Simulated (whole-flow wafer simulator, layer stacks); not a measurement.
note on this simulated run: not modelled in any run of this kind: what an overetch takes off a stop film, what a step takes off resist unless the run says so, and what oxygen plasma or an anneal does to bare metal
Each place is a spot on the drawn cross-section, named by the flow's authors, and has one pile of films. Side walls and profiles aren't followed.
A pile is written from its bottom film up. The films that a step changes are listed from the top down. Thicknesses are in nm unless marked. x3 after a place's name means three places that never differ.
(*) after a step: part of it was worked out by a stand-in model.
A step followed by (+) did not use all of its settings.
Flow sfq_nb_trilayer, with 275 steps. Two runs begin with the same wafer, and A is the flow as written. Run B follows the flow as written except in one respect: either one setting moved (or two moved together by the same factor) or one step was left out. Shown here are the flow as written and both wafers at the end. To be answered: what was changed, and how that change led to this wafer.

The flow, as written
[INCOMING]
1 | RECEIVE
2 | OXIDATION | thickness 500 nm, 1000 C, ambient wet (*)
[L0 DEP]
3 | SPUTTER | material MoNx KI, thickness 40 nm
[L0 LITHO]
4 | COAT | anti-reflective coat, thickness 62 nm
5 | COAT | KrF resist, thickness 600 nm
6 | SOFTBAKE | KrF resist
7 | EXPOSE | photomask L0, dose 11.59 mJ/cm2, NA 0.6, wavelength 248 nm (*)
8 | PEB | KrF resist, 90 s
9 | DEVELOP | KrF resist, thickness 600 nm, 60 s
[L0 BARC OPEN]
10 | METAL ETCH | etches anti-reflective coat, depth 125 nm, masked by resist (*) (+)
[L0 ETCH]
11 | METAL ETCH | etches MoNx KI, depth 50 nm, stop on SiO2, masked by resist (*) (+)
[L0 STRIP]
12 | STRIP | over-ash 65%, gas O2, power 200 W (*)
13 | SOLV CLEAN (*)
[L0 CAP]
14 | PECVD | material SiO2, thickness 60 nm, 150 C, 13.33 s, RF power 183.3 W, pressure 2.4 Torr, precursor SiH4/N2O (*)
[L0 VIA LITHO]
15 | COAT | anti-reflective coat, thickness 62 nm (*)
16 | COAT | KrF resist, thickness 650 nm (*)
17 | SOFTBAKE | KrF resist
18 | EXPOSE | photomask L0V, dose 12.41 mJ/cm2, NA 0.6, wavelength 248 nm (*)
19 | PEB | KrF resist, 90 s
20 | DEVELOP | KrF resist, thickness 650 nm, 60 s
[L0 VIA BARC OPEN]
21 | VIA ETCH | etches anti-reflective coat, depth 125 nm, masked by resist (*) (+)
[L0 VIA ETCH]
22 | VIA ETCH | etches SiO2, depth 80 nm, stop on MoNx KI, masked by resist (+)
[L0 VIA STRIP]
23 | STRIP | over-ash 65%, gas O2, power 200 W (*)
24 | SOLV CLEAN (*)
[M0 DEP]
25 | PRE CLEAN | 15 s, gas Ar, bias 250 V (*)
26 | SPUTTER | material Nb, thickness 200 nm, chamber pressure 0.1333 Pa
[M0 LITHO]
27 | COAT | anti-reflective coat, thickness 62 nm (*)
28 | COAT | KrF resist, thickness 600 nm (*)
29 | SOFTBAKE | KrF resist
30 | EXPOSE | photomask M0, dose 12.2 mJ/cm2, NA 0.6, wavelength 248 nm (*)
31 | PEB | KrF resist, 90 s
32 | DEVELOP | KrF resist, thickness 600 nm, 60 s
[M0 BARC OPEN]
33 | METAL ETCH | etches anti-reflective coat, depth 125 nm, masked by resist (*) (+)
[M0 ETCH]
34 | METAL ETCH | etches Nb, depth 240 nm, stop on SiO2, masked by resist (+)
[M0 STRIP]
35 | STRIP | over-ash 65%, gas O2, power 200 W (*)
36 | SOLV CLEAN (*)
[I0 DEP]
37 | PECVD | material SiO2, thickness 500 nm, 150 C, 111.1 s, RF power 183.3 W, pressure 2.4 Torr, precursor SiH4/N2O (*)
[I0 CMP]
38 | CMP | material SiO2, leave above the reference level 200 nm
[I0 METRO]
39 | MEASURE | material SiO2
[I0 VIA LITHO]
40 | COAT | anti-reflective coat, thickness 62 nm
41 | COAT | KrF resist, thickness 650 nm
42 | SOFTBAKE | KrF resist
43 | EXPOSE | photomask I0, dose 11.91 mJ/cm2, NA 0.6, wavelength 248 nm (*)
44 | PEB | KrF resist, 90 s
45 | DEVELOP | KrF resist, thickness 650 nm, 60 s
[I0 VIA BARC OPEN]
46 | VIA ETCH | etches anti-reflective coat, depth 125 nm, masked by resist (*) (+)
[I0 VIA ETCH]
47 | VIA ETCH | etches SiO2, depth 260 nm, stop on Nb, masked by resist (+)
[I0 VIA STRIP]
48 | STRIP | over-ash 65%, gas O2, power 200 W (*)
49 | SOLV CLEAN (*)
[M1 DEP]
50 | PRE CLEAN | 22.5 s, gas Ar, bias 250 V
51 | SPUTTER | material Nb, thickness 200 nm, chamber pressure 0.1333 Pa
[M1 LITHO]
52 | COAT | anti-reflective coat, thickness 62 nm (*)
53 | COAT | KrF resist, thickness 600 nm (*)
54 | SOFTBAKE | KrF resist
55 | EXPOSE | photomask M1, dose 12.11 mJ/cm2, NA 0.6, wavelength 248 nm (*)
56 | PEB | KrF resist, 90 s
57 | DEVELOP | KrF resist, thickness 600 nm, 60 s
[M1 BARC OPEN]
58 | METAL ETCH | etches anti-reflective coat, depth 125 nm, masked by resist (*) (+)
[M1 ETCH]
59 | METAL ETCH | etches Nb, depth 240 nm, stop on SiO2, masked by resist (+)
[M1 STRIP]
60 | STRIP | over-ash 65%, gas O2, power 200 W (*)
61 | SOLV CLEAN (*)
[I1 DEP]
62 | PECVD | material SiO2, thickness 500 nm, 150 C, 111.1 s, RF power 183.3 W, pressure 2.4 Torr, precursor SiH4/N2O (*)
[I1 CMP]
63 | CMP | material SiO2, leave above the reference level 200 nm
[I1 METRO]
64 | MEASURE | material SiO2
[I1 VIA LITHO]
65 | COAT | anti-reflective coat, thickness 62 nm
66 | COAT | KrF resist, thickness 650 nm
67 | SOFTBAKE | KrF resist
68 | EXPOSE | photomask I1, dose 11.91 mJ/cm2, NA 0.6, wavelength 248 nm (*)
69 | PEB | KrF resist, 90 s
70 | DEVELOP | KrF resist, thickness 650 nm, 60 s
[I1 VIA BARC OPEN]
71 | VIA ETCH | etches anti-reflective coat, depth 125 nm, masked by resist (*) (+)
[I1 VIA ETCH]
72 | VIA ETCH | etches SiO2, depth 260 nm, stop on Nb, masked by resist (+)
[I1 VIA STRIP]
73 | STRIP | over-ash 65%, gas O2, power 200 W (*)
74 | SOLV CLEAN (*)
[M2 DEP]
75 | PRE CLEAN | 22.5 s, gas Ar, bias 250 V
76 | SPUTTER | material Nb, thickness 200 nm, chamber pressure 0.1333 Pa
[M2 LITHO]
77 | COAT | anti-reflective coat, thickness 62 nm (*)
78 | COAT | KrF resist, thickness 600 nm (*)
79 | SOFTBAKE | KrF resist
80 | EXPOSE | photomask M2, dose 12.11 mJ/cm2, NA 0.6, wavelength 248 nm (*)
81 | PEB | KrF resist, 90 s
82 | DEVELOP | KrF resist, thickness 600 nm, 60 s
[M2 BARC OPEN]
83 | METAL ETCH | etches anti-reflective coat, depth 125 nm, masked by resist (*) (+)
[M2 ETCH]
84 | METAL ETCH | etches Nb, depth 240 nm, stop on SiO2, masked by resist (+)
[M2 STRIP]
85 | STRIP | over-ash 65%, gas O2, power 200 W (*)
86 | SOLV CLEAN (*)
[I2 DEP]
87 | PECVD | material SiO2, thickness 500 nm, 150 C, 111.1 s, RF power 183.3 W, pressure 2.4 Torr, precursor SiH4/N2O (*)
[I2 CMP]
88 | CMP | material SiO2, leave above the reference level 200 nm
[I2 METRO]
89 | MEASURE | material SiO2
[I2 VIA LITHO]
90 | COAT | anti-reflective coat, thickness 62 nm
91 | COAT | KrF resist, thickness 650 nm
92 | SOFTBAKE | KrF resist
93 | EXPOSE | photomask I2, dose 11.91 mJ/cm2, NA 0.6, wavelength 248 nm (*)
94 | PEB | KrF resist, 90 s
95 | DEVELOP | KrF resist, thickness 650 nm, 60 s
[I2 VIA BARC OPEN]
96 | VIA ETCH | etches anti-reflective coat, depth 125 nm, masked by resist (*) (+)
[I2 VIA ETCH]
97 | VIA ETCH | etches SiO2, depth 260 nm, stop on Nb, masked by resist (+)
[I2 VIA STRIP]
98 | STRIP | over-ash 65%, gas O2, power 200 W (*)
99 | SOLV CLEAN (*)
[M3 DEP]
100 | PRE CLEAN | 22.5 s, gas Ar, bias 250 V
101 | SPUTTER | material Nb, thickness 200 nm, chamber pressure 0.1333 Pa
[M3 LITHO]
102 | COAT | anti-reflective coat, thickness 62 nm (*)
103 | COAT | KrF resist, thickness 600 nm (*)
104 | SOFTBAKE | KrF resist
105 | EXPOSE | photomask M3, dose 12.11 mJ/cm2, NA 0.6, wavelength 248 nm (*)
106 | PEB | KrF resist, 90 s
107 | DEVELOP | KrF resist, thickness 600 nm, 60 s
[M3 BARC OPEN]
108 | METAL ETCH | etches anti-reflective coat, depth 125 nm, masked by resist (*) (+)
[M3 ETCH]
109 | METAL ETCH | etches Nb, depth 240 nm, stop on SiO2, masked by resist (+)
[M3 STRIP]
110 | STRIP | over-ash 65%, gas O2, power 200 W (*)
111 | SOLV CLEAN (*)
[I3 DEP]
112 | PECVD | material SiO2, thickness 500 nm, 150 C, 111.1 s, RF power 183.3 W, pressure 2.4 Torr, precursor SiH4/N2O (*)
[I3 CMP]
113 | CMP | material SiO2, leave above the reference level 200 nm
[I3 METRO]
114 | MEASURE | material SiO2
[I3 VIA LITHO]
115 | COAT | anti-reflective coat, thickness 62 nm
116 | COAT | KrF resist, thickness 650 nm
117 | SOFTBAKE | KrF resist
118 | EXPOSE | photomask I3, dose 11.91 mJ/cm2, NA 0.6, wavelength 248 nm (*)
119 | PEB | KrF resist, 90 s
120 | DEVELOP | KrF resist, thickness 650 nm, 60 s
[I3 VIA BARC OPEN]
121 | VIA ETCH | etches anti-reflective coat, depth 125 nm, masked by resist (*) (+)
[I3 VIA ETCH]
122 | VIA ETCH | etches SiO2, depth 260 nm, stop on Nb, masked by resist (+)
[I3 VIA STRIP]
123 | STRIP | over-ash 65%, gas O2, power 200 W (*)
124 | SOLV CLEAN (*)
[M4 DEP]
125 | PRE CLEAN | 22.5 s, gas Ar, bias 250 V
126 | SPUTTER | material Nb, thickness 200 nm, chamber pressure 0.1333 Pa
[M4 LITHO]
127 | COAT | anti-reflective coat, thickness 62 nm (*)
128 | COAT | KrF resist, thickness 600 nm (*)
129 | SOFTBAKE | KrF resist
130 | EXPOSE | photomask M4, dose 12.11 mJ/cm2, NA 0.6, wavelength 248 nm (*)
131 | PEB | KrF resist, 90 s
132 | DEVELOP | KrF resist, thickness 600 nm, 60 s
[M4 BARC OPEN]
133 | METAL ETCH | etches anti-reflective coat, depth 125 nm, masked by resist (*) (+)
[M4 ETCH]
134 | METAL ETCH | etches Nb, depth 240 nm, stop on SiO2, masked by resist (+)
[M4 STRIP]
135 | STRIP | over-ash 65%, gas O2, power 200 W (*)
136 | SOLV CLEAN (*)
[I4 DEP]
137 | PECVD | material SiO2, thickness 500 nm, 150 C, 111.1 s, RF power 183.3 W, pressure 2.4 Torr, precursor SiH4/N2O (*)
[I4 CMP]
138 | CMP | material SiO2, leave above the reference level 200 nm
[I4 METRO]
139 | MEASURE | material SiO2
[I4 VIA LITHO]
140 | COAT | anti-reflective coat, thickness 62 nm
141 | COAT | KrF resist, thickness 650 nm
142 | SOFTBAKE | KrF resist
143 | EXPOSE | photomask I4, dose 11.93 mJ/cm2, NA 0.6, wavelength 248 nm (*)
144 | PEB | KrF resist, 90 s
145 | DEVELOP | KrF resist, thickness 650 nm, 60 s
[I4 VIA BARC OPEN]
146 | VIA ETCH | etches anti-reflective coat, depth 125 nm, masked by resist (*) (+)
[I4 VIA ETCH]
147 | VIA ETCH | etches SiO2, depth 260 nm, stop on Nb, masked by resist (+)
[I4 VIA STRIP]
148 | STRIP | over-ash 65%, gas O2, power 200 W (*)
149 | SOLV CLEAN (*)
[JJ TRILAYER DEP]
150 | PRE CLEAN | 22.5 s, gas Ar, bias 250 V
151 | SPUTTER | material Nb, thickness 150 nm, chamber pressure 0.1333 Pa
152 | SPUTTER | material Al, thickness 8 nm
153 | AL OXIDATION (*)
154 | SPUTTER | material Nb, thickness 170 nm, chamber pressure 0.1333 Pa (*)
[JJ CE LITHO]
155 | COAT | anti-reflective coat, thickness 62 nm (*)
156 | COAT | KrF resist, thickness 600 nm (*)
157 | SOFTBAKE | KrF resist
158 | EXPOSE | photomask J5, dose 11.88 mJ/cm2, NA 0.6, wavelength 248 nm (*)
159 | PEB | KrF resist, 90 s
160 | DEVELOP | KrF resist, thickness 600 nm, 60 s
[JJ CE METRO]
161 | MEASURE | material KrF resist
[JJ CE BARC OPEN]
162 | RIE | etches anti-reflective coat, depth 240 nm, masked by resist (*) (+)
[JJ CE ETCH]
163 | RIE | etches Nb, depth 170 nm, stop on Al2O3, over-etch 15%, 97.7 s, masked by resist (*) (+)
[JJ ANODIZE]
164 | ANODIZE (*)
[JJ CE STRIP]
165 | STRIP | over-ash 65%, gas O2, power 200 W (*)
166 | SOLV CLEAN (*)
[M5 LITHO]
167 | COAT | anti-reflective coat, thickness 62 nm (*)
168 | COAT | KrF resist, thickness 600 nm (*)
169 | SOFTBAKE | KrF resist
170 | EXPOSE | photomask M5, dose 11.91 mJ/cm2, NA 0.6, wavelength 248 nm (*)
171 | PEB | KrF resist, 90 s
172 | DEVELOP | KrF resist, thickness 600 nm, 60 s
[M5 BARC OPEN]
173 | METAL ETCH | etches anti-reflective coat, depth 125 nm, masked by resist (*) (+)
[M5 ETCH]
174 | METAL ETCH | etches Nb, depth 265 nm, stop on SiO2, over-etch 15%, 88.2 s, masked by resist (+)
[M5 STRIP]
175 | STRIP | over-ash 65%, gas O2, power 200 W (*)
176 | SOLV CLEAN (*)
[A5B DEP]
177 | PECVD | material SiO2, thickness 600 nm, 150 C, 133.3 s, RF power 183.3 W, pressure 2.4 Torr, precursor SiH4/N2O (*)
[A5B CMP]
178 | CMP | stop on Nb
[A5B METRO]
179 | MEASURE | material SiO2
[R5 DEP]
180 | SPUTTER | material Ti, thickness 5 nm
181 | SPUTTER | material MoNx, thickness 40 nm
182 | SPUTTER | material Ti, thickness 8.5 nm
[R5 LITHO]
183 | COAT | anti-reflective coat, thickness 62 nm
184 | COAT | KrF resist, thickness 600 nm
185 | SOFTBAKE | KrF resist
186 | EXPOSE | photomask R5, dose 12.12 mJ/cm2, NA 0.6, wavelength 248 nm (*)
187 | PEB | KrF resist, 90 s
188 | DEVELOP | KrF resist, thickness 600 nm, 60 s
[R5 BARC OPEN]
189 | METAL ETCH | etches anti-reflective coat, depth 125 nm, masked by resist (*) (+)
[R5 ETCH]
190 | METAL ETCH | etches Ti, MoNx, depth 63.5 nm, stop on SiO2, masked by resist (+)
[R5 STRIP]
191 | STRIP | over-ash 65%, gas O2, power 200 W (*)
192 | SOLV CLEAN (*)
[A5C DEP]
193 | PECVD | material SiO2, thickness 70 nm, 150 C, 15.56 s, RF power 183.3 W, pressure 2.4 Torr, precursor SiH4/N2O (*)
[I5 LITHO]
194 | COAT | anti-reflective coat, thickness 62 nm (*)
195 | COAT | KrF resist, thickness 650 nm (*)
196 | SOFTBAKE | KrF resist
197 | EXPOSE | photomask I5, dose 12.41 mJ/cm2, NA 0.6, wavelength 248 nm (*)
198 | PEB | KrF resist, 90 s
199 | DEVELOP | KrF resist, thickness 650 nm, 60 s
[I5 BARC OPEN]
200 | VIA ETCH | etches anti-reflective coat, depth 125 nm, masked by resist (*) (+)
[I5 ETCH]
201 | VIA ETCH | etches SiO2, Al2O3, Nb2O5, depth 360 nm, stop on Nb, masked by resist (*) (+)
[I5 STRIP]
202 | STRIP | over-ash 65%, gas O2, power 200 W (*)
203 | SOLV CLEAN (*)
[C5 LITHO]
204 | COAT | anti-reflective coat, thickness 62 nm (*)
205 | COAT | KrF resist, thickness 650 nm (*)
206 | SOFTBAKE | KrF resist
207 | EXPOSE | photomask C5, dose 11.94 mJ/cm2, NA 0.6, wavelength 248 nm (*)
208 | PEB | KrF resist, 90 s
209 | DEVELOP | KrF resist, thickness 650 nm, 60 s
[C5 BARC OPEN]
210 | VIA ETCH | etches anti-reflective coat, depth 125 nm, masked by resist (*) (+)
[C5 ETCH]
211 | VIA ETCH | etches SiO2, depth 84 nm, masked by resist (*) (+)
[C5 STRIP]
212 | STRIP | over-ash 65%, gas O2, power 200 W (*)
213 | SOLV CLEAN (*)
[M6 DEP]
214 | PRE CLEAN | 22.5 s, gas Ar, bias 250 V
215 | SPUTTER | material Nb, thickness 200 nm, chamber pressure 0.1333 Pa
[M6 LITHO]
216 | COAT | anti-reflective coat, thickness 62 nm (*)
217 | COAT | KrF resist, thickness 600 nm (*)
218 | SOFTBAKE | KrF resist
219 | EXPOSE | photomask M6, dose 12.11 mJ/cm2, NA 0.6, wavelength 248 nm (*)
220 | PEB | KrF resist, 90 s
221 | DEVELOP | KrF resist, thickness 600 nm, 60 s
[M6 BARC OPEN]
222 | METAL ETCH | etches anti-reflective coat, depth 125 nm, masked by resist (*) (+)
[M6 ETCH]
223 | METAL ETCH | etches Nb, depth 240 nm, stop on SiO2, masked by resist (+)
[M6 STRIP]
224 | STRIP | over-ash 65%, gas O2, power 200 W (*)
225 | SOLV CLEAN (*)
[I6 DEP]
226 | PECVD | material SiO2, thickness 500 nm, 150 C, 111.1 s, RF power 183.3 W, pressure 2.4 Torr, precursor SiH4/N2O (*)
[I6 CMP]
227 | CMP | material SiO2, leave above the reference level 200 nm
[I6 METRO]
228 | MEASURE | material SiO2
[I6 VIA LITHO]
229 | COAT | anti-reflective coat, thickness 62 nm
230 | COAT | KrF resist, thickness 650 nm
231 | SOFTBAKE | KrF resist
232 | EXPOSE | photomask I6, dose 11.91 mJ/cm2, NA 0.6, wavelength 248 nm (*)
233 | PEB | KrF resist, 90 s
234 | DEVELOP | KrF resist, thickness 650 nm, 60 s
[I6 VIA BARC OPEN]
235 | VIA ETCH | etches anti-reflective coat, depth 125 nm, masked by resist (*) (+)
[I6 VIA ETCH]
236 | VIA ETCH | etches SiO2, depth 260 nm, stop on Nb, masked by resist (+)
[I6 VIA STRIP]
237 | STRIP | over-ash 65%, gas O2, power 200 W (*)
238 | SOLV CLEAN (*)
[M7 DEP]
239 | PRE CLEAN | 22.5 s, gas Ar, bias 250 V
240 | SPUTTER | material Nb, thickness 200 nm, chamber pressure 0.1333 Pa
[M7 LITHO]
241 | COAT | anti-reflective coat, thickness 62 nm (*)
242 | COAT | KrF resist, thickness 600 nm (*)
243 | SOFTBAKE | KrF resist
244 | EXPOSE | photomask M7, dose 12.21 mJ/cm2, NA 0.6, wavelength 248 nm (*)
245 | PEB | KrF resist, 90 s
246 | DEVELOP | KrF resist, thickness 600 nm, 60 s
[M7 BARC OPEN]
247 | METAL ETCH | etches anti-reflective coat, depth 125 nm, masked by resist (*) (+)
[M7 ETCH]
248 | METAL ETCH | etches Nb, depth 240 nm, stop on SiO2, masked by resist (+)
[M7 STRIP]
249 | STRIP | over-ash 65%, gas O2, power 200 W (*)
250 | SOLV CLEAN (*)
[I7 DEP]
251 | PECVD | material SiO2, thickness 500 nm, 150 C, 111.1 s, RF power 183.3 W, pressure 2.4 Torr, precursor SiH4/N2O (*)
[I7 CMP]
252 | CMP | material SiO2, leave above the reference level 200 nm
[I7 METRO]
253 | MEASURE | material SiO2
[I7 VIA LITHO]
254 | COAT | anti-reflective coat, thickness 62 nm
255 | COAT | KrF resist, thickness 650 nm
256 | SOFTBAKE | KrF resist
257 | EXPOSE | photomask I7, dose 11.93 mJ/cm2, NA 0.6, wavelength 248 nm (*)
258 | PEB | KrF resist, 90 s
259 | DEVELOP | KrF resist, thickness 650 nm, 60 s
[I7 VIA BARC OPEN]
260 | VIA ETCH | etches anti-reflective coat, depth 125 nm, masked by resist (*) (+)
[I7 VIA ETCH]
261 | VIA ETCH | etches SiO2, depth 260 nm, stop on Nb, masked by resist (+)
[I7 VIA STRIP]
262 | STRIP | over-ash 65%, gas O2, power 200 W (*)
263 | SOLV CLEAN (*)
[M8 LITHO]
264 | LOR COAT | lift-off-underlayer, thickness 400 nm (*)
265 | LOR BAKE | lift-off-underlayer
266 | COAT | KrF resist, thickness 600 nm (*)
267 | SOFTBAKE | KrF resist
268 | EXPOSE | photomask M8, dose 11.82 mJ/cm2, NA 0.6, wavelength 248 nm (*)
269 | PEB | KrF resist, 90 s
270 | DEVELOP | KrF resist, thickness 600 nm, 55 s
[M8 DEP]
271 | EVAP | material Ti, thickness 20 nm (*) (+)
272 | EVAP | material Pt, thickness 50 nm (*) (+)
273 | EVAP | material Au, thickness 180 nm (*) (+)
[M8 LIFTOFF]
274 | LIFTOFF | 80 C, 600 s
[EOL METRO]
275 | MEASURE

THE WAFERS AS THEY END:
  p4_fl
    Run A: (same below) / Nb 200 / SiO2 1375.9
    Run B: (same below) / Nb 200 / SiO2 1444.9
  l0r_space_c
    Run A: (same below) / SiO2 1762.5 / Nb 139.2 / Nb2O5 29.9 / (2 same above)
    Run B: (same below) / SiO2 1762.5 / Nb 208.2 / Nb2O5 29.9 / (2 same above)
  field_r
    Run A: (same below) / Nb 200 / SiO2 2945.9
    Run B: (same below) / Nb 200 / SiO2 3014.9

Cause: step 151, SPUTTER: thickness 219 nm was run, while the flow as written has thickness 150 nm.

Step by step, how the change led to this:
  151 | SPUTTER | material Nb, thickness 150 nm, chamber pressure 0.1333 Pa
      field_l, v_sur, via_sp and 100 more: A Nb gains 150 (new film) | B Nb gains 219 (new film)
      via_wl, via_w, via_wr: A Nb gains 130.4 | B Nb gains 191.2
  152 | SPUTTER | material Al, thickness 8 nm
      via_wl, via_wr: A Al gains 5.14 (new film) | B Al gains 4.56 (new film)
  154 | SPUTTER | material Nb, thickness 170 nm, chamber pressure 0.1333 Pa (*)
      via_wl, via_wr: A Nb gains 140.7 (new film) | B Nb gains 136.9 (new film)
      via_w: A Nb gains 141 (new film) | B Nb gains 137.2 (new film)
  155 | COAT | anti-reflective coat, thickness 62 nm (*)
      via_wl, via_wr: A anti-reflective coat gains 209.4 (new film) | B anti-reflective coat gains 231.1 (new film)
      via_w: A anti-reflective coat gains 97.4 (new film) | B anti-reflective coat gains 104.4 (new film)
  162 | RIE | etches anti-reflective coat, depth 240 nm, masked by resist (*) (+)
      ce_l, c5j, ce_r, wl_jj: A KrF resist loses 209.4 | B KrF resist loses 231.1
      via_wl, via_wr: A anti-reflective coat loses 209.4 (all of it) | B anti-reflective coat loses 231.1 (all of it)
      (as well as at 1 more place)
  163 | RIE | etches Nb, depth 170 nm, stop on Al2O3, over-etch 15%, 97.7 s, masked by resist (*) (+)
      via_wl, via_wr: A Nb loses 140.7 (all of it), Al2O3 loses 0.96 (all of it) | B Nb loses 136.9 (all of it), Al2O3 loses 0.96 (all of it)
      via_w: A Nb loses 141 (all of it), Al2O3 loses 0.96 (all of it) | B Nb loses 137.2 (all of it), Al2O3 loses 0.96 (all of it)
  164 | ANODIZE (*)
      via_wl, via_wr: A Al2O3 gains 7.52 (new film), Nb2O5 gains 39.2 (new film), Al loses 4.56 (all of it), Nb loses 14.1 | B Al2O3 gains 6.57 (new film), Nb2O5 gains 40.9 (new film), Al loses 3.98 (all of it), Nb loses 14.7
      via_w: A Al2O3 gains 10.8 (new film), Nb2O5 gains 33.3 (new film), Al loses 6.54 (all of it), Nb loses 12 | B Al2O3 gains 10.4 (new film), Nb2O5 gains 34.1 (new film), Al loses 6.28 (all of it), Nb loses 12.3
  165 | STRIP | over-ash 65%, gas O2, power 200 W (*)
      ce_l: A KrF resist loses 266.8 (all of it), anti-reflective coat loses 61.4 (all of it) | B KrF resist loses 245 (all of it), anti-reflective coat loses 61.4 (all of it)
      c5j: A KrF resist loses 266.9 (all of it), anti-reflective coat loses 61.5 (all of it) | B KrF resist loses 245.1 (all of it), anti-reflective coat loses 61.5 (all of it)
      (as well as at 2 more places)
  167 | COAT | anti-reflective coat, thickness 62 nm (*)
      v_sur: A anti-reflective coat gains 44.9 (new film) | B anti-reflective coat gains 41.1 (new film)
      via_wl: A anti-reflective coat gains 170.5 (new film) | B anti-reflective coat gains 155.2 (new film)
      (as well as at 3 more places)
  168 | COAT | KrF resist, thickness 600 nm (*)
      via_wl: A KrF resist gains 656 (new film) | B KrF resist gains 672.7 (new film)
      via_wr: A KrF resist gains 656.6 (new film) | B KrF resist gains 673.6 (new film)
  174 | METAL ETCH | etches Nb, depth 265 nm, stop on SiO2, over-etch 15%, 88.2 s, masked by resist (+)
      field_l, r_sur, res and 49 more: A Al2O3 loses 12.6 (all of it), Nb2O5 loses 29.9 (all of it), Nb loses 139.2 (all of it), SiO2 loses 12.3 | B Al2O3 loses 12.6 (all of it), Nb2O5 loses 29.9 (all of it), Nb loses 208.2 (all of it), SiO2 loses 5.39
      wl_a_sl: A Al2O3 loses 12.6 (all of it), Nb2O5 loses 29.9 (all of it), Nb loses 139.2 (all of it), SiO2 loses 12.3 | B Al2O3 loses 12.6 (all of it), Nb2O5 loses 29.9 (all of it), Nb loses 208.2 (all of it), SiO2 loses 5.4
  175 | STRIP | over-ash 65%, gas O2, power 200 W (*)
      v_sur: A KrF resist loses 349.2 (all of it), anti-reflective coat loses 44.9 (all of it) | B KrF resist loses 347.9 (all of it), anti-reflective coat loses 41.1 (all of it)
      via_wl: A KrF resist loses 427 (all of it), anti-reflective coat loses 170.5 (all of it) | B KrF resist loses 443.7 (all of it), anti-reflective coat loses 155.2 (all of it)
      (as well as at 3 more places)
  178 | CMP | stop on Nb
      field_l, p4_fl, p4_fm and 39 more: A SiO2 loses 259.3 | B SiO2 loses 197.2
      r_sur, res, r_end, moat, field_r, lsp_l: A SiO2 loses 252.3 | B SiO2 loses 187.9
      (as well as at 8 more places)
